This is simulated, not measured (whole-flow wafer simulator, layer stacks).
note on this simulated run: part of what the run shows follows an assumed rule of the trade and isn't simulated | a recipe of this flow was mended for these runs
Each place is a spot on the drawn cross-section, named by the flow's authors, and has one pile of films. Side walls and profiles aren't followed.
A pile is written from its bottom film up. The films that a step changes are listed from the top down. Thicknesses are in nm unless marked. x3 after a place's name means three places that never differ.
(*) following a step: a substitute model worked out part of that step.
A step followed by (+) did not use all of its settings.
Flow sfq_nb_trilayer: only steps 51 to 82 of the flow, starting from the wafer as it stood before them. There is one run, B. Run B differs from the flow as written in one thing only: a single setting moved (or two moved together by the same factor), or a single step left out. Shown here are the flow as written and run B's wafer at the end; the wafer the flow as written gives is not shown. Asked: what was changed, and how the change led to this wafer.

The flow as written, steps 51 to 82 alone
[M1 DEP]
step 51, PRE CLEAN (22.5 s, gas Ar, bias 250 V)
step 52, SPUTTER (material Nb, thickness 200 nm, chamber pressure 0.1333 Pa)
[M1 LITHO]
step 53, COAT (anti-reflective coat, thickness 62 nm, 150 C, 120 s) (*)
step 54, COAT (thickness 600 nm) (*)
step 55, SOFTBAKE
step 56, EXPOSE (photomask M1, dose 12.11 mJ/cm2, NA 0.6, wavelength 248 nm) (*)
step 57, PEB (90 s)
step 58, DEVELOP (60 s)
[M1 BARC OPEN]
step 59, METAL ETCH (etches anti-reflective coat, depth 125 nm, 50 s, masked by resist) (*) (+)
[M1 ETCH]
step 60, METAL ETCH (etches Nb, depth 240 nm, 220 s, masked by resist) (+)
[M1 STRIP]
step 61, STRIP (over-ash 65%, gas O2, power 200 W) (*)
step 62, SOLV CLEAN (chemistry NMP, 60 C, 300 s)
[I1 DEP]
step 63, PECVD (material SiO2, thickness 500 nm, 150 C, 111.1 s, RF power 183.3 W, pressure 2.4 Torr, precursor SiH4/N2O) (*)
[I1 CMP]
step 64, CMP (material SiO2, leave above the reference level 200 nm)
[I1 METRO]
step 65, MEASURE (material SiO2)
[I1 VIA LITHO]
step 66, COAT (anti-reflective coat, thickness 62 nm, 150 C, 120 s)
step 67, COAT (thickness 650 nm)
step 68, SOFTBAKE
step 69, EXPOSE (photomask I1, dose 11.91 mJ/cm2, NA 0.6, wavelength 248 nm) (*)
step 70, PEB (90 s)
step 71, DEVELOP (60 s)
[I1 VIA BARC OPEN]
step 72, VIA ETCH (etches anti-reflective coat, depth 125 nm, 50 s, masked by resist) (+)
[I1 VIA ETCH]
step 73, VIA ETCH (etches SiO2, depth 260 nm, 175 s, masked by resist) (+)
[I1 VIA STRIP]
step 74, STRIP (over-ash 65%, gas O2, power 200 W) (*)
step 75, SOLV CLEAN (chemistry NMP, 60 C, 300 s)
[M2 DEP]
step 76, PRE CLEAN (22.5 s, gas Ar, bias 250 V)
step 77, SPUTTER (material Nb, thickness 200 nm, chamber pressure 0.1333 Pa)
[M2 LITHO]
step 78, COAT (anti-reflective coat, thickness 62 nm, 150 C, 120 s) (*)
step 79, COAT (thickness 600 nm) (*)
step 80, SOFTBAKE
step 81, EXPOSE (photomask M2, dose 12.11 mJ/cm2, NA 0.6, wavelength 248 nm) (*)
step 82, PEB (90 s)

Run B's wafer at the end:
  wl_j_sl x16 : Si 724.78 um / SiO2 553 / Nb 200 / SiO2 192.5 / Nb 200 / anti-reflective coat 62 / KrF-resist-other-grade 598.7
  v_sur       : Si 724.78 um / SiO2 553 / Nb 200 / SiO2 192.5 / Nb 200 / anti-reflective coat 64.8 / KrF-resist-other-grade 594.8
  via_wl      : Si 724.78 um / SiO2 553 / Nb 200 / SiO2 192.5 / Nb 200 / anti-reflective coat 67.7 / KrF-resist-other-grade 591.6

The reason: step 52, SPUTTER: material Nb, thickness 200 nm, chamber pressure 0.1333 Pa, was not run.

Step by step, how the change led to this:
  step 53, COAT (anti-reflective coat, thickness 62 nm, 150 C, 120 s) (*)
      v_sur: anti-reflective coat gains 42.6 (new film) (in the flow as written it would be: anti-reflective coat gains 45.6 (new film))
      via_wl: anti-reflective coat gains 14 (new film) (in the flow as written it would be: anti-reflective coat gains 16.2 (new film))
      (also at 3 further places)
  step 54, COAT (thickness 600 nm) (*)
      via_w: KrF-resist-other-grade gains 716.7 (new film) (in the flow as written it would be: KrF-resist-other-grade gains 733.2 (new film))
  step 60, METAL ETCH (etches Nb, depth 240 nm, 220 s, masked by resist) (+)
      field_l, be, be_sur and 79 more: SiO2 loses 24 (in the flow as written it would be: Nb loses 200 (all of it), SiO2 loses 4)
  step 61, STRIP (over-ash 65%, gas O2, power 200 W) (*)
      v_sur: KrF-resist-other-grade loses 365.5 (all of it), anti-reflective coat loses 42.6 (all of it) (in the flow as written it would be: KrF-resist-other-grade loses 361.9 (all of it), anti-reflective coat loses 45.6 (all of it))
      via_wl: KrF-resist-other-grade loses 385.9 (all of it), anti-reflective coat loses 14 (all of it) (in the flow as written it would be: KrF-resist-other-grade loses 382.3 (all of it), anti-reflective coat loses 16.2 (all of it))
      (also at 3 further places)
  step 63, PECVD (material SiO2, thickness 500 nm, 150 C, 111.1 s, RF power 183.3 W, pressure 2.4 Torr, precursor SiH4/N2O) (*)
      v_sur, via_wl, via_wr, via_sp, via_v, wire, ln_m5, wl_j_sl x16: SiO2 gains 500 (in the flow as written it would be: SiO2 gains 500 (new film))
      wl_d_sl x2: SiO2 gains 500 (in the flow as written it would be: SiO2 gains 561.1)
      (also at 1 further place)
  step 64, CMP (material SiO2, leave above the reference level 200 nm)
      field_l, be, be_sur and 72 more: SiO2 loses 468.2 (in the flow as written it would be: SiO2 loses 96)
      v_sur, via_wl, via_wr, via_sp, via_v, wire, ln_m5, wl_j_sl x16: SiO2 loses 492.5 (in the flow as written it would be: SiO2 loses 300)
      (also at 8 further places)
With metal films that touch counted as one body, wl_j_sl x16 has 2 bodies (between them, from the top down: SiO2 192.5); the flow as written gives 3 bodies (between them, from the top down: SiO2 192.5; SiO2 192.5).
With metal films that touch counted as one body, v_sur has 2 bodies (between them, from the top down: SiO2 192.5); the flow as written gives 3 bodies (between them, from the top down: SiO2 192.5; SiO2 192.5).
With metal films that touch counted as one body, via_wl has 2 bodies (between them, from the top down: SiO2 192.5); the flow as written gives 3 bodies (between them, from the top down: SiO2 192.5; SiO2 192.5).
